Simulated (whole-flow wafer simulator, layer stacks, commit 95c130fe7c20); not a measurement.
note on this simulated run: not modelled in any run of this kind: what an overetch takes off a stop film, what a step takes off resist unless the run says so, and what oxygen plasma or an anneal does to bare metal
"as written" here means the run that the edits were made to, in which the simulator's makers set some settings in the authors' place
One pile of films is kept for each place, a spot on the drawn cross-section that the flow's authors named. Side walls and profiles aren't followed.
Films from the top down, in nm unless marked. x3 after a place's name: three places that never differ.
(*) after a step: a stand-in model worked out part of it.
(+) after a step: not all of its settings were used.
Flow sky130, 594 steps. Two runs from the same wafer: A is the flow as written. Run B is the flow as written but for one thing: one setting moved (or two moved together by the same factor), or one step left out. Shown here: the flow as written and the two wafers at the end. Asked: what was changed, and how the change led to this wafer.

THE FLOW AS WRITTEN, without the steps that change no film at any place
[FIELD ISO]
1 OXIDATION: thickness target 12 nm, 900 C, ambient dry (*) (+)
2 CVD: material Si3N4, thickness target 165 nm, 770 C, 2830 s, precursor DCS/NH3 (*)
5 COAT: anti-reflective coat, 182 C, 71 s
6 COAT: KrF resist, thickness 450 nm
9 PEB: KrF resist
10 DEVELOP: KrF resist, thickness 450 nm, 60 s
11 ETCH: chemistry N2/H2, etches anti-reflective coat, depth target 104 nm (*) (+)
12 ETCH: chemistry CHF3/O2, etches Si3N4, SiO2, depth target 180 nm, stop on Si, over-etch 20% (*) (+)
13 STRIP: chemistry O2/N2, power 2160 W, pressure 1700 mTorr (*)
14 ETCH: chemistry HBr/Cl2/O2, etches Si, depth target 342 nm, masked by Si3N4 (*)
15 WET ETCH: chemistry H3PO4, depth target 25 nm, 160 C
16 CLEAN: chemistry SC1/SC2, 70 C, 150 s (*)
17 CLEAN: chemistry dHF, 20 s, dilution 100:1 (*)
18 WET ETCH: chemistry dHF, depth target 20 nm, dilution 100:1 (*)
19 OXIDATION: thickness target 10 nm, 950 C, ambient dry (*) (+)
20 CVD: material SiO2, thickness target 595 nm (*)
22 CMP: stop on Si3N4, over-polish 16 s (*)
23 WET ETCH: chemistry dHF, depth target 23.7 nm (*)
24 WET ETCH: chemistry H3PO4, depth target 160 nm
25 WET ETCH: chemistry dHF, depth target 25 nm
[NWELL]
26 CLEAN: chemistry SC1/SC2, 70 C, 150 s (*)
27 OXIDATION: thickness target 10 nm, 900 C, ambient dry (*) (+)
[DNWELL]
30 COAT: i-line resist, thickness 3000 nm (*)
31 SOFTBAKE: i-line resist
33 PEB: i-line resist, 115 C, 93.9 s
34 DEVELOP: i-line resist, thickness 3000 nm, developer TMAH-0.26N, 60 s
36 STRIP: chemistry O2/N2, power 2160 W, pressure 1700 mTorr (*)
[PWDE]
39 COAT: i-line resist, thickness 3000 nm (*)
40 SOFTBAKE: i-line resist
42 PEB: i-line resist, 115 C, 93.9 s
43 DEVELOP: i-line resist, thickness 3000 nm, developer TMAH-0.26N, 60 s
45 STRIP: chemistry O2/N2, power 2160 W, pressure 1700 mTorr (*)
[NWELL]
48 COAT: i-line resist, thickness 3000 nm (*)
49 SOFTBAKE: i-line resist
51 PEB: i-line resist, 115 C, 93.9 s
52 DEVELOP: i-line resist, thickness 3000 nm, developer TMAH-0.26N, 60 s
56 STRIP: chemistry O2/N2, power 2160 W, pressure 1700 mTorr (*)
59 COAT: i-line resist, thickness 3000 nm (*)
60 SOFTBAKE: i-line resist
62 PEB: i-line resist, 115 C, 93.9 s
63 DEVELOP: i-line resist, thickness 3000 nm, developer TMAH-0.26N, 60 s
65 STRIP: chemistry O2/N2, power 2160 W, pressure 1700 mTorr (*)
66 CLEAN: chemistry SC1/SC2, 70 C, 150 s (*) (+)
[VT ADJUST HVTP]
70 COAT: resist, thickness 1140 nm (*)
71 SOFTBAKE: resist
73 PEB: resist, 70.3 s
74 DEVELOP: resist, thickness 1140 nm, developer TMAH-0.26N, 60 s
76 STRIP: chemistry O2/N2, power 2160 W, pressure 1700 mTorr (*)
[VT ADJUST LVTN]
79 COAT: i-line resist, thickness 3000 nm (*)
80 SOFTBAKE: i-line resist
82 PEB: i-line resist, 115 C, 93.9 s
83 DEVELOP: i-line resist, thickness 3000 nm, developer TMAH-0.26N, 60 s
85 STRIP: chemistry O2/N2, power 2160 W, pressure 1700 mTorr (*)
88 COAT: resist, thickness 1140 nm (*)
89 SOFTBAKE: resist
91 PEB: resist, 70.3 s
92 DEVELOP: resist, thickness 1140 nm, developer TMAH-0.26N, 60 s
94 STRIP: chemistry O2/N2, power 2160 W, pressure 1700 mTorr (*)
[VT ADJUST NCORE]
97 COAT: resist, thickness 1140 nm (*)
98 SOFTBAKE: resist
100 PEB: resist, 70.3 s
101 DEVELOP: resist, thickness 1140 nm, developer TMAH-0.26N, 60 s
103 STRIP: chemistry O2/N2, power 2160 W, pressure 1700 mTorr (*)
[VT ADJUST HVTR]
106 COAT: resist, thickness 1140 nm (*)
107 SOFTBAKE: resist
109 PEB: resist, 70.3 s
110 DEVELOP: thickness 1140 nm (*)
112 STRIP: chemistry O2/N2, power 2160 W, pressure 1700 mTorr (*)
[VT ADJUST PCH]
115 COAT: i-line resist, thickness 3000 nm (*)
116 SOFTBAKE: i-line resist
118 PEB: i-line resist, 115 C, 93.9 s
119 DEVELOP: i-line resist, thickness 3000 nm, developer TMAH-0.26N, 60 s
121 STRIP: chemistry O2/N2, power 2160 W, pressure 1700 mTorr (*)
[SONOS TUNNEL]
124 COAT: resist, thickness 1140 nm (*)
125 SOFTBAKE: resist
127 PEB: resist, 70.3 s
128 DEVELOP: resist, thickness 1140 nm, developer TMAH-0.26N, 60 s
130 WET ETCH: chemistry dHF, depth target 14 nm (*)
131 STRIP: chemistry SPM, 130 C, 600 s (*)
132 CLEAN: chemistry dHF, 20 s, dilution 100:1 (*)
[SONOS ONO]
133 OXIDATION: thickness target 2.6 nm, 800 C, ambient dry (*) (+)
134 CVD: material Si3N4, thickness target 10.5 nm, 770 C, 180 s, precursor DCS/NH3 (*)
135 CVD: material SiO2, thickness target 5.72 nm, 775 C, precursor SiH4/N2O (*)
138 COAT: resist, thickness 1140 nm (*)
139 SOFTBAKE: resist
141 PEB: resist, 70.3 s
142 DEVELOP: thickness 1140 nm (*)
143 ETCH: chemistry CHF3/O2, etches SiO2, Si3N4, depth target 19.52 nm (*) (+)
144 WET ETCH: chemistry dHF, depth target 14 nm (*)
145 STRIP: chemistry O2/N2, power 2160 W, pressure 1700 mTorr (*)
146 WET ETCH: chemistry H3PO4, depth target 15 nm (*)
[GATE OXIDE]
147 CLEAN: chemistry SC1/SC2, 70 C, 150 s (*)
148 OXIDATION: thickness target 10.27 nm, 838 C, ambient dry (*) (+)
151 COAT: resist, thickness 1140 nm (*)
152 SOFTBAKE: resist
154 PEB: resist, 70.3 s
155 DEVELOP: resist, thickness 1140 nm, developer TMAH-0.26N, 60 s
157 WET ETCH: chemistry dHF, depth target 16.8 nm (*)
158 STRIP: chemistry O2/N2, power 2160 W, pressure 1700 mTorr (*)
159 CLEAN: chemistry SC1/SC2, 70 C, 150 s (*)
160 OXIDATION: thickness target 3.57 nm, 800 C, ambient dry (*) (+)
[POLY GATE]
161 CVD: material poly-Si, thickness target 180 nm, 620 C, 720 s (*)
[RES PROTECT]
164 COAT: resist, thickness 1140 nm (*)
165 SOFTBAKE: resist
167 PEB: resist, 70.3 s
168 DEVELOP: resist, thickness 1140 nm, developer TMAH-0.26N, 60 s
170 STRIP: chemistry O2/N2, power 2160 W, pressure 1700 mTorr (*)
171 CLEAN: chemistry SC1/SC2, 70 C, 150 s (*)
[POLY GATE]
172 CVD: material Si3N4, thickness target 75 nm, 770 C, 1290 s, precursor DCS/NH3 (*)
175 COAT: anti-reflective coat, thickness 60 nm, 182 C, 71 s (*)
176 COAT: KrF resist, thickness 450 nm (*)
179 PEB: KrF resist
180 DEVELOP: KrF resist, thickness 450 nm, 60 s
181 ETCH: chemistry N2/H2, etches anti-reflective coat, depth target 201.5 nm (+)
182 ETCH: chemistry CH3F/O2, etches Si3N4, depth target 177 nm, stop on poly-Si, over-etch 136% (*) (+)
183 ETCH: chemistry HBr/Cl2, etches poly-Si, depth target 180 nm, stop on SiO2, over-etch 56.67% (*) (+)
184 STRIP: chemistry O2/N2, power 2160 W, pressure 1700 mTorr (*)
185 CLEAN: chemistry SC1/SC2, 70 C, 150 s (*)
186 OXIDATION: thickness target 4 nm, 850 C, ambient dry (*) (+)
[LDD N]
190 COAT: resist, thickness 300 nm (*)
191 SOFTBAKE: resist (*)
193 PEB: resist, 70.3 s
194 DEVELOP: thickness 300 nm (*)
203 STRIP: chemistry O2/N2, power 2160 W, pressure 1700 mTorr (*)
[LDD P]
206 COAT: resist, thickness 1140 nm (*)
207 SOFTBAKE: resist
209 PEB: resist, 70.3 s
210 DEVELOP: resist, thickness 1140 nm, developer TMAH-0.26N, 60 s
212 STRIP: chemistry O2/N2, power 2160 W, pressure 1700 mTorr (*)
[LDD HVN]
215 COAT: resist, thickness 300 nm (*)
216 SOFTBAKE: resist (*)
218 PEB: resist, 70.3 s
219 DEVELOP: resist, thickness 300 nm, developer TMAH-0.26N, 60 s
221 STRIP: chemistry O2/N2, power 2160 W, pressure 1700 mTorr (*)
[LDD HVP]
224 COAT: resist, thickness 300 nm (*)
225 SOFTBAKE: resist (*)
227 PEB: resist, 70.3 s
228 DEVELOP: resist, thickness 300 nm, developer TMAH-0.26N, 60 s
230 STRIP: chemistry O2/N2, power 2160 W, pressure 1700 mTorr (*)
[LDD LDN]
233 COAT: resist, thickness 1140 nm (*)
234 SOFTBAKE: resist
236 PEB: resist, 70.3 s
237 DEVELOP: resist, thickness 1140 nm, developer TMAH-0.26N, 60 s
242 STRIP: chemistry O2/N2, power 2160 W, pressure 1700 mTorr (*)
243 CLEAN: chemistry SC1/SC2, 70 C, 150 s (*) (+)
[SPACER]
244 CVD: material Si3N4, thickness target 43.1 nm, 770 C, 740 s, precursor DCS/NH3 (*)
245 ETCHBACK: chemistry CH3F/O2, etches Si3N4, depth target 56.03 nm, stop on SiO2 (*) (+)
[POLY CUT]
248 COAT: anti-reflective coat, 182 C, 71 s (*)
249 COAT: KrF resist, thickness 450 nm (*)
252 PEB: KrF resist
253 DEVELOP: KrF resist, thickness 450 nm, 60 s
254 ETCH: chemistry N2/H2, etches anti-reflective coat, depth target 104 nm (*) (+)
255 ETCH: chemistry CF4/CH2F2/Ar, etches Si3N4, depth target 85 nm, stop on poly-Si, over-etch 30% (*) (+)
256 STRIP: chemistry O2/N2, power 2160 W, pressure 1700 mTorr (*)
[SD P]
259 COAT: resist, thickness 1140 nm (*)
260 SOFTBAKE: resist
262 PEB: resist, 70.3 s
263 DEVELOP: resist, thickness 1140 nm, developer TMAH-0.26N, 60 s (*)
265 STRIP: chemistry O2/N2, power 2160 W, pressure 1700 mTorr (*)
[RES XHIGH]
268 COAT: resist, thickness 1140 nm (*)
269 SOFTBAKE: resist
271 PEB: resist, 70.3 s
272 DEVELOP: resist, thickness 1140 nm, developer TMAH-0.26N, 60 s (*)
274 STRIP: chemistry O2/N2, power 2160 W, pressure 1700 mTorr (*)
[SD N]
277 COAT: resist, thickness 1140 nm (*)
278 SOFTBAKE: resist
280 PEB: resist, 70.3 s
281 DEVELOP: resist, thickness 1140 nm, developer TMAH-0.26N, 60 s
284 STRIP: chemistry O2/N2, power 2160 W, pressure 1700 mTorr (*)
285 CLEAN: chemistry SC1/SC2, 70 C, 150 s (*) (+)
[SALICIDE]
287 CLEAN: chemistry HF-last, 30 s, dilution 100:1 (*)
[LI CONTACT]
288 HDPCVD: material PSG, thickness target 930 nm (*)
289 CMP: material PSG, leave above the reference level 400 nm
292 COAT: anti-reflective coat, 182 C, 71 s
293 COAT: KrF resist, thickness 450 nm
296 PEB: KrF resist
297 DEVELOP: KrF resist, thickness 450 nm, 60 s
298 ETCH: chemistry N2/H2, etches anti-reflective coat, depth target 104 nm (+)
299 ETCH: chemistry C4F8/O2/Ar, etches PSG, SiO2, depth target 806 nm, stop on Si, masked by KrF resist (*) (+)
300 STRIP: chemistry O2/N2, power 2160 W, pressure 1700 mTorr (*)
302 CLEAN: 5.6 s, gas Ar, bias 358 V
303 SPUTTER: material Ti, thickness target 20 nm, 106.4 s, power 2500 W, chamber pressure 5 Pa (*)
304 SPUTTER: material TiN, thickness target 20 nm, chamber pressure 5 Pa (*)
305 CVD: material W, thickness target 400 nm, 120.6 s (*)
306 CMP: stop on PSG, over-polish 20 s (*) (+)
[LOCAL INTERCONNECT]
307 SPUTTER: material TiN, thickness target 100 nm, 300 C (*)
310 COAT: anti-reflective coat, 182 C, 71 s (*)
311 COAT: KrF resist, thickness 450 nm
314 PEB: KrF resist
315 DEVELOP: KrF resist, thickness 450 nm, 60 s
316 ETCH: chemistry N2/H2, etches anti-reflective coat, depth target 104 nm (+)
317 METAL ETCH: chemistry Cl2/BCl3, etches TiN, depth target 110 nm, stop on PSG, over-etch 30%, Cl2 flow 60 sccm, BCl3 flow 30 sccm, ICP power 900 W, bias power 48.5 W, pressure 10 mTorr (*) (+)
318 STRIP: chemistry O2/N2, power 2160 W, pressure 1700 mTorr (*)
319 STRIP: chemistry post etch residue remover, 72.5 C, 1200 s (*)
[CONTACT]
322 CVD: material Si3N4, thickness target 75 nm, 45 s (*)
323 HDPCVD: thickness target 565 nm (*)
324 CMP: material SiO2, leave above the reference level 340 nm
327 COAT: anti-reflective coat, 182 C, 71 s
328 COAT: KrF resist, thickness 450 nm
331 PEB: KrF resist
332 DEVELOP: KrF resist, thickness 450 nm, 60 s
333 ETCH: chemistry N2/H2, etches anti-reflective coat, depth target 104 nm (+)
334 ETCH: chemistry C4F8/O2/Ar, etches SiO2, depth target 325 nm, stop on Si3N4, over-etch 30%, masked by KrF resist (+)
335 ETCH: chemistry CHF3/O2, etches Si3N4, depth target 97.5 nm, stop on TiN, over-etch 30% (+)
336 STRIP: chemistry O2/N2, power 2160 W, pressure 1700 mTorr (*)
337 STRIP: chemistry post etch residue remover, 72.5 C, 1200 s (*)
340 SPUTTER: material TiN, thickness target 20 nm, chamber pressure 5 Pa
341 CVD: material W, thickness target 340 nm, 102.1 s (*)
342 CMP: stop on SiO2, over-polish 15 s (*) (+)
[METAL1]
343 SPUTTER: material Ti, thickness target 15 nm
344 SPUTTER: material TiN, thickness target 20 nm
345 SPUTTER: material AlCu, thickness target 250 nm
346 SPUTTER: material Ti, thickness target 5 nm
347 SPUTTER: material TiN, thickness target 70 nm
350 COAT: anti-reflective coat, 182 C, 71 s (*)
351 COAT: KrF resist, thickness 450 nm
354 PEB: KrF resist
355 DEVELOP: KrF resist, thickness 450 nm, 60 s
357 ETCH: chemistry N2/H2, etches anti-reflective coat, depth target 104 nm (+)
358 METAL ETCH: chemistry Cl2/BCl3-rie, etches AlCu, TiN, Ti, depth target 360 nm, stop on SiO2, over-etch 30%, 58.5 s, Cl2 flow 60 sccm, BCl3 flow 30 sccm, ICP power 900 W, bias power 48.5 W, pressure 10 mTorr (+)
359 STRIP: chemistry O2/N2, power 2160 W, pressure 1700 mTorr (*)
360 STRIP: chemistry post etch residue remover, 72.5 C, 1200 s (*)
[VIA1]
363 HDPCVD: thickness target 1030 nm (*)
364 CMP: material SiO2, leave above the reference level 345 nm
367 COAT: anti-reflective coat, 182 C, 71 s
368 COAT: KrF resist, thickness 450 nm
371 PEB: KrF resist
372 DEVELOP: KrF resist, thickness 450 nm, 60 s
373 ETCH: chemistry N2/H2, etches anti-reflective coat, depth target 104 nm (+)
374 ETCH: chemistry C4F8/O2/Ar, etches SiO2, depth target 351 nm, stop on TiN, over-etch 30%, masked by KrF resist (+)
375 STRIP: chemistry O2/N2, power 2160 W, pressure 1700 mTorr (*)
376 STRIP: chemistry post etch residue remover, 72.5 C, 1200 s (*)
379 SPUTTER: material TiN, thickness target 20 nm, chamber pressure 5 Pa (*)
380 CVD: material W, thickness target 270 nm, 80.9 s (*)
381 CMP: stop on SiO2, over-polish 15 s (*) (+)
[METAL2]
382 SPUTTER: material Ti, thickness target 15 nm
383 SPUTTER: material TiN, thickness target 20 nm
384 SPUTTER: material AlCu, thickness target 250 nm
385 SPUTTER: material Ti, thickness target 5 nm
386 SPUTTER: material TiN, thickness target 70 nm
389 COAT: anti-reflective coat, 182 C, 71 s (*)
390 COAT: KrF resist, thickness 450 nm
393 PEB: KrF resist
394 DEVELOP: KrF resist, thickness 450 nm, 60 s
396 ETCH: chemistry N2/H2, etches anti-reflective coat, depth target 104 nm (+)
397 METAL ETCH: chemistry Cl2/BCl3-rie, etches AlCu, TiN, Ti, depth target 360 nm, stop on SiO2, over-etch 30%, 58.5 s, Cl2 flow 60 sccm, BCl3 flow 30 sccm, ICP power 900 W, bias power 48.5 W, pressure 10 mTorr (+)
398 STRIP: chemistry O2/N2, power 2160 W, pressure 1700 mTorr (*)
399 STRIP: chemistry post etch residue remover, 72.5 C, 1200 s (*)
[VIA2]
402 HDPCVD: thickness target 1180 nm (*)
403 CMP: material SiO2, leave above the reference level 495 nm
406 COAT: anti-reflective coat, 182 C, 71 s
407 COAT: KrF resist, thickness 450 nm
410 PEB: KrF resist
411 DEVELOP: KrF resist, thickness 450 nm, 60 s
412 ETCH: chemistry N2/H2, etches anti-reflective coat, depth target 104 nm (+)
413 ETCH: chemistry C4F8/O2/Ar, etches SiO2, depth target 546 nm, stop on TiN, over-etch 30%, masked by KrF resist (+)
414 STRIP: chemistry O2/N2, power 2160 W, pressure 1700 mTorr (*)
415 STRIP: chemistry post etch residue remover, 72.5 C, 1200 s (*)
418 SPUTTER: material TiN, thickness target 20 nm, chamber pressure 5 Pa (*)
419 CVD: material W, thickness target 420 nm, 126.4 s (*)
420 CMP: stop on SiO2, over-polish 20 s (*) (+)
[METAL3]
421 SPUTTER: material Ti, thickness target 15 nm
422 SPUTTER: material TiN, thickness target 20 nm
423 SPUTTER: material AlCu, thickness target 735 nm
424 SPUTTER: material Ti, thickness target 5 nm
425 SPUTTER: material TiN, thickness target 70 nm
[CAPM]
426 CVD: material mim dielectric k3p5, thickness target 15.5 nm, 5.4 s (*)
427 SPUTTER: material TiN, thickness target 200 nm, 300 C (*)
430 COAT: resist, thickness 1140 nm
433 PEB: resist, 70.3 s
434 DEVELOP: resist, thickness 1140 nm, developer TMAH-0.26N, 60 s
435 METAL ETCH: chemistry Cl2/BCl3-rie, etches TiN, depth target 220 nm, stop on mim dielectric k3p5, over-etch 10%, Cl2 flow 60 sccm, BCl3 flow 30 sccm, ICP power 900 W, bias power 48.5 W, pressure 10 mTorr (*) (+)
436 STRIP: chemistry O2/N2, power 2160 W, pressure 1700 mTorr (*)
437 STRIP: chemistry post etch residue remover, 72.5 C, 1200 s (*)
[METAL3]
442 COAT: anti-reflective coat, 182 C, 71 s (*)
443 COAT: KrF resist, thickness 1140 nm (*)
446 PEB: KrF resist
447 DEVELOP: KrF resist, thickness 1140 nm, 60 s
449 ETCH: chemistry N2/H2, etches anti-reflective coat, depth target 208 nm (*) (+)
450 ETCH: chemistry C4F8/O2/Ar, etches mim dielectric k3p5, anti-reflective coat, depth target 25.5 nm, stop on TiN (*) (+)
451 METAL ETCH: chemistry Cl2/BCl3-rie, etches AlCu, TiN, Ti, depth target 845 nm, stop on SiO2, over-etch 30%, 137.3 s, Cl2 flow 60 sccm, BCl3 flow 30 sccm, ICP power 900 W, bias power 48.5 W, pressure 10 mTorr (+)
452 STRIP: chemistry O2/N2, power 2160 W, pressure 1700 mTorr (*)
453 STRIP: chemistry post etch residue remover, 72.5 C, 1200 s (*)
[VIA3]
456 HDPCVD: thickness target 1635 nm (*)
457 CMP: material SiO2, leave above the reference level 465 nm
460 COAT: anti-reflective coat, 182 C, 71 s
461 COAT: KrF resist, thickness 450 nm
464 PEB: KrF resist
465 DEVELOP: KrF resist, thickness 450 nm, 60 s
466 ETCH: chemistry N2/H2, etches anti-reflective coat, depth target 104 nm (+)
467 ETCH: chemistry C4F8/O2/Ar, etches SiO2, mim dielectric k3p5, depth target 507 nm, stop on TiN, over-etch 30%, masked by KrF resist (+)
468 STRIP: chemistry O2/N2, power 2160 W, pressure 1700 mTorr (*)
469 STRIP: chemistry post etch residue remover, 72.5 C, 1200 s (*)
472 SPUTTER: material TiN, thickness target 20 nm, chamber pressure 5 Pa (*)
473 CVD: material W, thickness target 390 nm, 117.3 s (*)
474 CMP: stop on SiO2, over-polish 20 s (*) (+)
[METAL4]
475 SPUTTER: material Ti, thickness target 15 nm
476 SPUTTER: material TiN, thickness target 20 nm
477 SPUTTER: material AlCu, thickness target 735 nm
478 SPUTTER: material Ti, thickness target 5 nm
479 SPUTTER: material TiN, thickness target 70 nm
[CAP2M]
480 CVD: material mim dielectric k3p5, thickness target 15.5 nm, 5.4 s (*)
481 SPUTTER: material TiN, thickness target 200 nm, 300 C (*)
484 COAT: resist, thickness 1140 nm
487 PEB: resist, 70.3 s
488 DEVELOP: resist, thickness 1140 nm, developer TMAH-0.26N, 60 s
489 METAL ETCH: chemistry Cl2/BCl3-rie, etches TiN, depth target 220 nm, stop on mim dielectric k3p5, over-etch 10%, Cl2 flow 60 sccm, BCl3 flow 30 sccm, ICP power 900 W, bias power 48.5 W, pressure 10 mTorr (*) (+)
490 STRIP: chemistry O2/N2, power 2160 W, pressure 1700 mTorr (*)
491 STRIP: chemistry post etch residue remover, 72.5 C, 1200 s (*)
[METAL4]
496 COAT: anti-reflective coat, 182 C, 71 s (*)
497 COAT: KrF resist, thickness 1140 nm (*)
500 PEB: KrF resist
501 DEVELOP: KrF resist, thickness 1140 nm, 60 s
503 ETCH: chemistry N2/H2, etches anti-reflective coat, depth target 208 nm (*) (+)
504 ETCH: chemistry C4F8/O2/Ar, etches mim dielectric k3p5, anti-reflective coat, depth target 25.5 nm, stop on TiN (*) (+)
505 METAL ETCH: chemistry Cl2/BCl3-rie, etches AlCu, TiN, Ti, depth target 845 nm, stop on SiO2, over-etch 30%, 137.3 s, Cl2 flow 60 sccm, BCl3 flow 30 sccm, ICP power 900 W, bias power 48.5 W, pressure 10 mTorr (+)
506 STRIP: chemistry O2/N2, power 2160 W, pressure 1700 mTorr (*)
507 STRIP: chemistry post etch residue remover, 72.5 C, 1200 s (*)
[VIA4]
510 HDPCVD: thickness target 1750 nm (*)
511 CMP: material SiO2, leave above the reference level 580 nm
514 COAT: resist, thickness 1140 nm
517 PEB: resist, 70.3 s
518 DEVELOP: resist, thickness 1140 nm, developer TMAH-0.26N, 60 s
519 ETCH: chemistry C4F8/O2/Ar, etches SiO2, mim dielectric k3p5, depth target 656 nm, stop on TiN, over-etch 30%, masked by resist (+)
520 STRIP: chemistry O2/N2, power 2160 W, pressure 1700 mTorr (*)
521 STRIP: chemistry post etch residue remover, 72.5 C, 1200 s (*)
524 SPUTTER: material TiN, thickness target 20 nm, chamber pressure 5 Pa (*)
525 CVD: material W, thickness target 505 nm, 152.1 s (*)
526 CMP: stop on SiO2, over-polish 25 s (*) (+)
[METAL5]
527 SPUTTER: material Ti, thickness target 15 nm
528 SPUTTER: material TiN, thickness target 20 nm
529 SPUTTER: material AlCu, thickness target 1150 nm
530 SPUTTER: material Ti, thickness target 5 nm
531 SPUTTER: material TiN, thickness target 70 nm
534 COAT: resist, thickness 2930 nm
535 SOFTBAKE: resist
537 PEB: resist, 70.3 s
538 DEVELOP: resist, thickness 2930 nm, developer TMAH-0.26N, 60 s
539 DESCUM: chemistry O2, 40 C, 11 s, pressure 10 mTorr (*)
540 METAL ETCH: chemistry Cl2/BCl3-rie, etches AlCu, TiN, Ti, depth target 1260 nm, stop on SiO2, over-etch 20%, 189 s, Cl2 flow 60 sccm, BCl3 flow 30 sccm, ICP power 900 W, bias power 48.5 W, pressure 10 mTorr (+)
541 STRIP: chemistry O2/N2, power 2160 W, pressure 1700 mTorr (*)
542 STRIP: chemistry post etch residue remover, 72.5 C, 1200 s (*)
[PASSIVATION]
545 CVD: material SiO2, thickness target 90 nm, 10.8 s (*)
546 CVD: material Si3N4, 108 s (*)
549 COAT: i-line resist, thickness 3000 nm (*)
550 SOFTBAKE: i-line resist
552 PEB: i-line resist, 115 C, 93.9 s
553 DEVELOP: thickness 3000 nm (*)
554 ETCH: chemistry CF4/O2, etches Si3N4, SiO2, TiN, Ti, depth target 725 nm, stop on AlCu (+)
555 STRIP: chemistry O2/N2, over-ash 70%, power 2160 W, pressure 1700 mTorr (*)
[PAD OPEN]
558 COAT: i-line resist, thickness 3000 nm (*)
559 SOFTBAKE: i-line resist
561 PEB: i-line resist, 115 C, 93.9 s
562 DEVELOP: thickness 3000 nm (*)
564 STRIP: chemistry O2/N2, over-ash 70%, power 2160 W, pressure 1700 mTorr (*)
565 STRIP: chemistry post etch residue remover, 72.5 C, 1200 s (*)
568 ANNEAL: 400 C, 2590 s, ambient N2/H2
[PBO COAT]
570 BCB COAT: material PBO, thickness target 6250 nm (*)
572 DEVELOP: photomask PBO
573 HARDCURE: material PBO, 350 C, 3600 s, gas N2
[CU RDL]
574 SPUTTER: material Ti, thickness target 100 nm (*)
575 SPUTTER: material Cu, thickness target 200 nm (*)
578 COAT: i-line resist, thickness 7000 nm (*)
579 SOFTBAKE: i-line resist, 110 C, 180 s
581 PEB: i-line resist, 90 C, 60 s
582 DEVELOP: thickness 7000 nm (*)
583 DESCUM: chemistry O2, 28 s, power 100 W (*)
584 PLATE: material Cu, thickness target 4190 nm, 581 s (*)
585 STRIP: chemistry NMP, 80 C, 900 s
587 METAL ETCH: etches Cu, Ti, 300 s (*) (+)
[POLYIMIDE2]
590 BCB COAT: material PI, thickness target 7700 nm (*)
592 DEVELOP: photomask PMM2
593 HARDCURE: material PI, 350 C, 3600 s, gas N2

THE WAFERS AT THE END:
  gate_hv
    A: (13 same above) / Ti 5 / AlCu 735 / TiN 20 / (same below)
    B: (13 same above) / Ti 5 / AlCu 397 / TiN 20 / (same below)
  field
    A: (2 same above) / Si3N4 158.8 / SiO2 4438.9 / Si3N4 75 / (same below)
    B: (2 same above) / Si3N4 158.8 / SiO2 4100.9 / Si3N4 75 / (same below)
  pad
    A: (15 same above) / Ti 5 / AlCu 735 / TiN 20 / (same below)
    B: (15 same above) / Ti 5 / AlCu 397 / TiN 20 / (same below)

The cause: step 423, SPUTTER: thickness target 397 nm was run, where the flow has thickness target 735 nm.
It can be read off the wafer: gate_hv has AlCu 397, and step 423 as written asks for 735 nm.

How the change led to this, step by step:
  423 SPUTTER: material AlCu, thickness target 735 nm
      field, active, n_well and 188 more: A AlCu +735 (new film) | B AlCu +397 (new film)
  451 METAL ETCH: chemistry Cl2/BCl3-rie, etches AlCu, TiN, Ti, depth target 845 nm, stop on SiO2, over-etch 30%, 137.3 s, Cl2 flow 60 sccm, BCl3 flow 30 sccm, ICP power 900 W, bias power 48.5 W, pressure 10 mTorr (+)
      field, gate, spacer and 61 more: A TiN -70 (all of it), Ti -5 (all of it), AlCu -735 (all of it), TiN -20 (all of it), Ti -15 (all of it), SiO2 -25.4 | B TiN -70 (all of it), Ti -5 (all of it), AlCu -397 (all of it), TiN -20 (all of it), Ti -15 (all of it), SiO2 -59.1
      vpp_ln, vpp_iso2, ndiff_ln, ndiff_cd, via1_hole, via1_enc, via_li1, m2_ln_cd: A TiN -70 (all of it), Ti -5 (all of it), AlCu -735 (all of it), TiN -20 (all of it), Ti -15 (all of it), SiO2 -25.3 | B TiN -70 (all of it), Ti -5 (all of it), AlCu -397 (all of it), TiN -20 (all of it), Ti -15 (all of it), SiO2 -59.1
      (and at 13 more places)
  457 CMP: material SiO2, leave above the reference level 465 nm
      field, active, gate and 80 more: A SiO2 -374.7 | B SiO2 -678.8
      poly_licon, rpo_hd_licon: A SiO2 -374.7 | B SiO2 -678.9
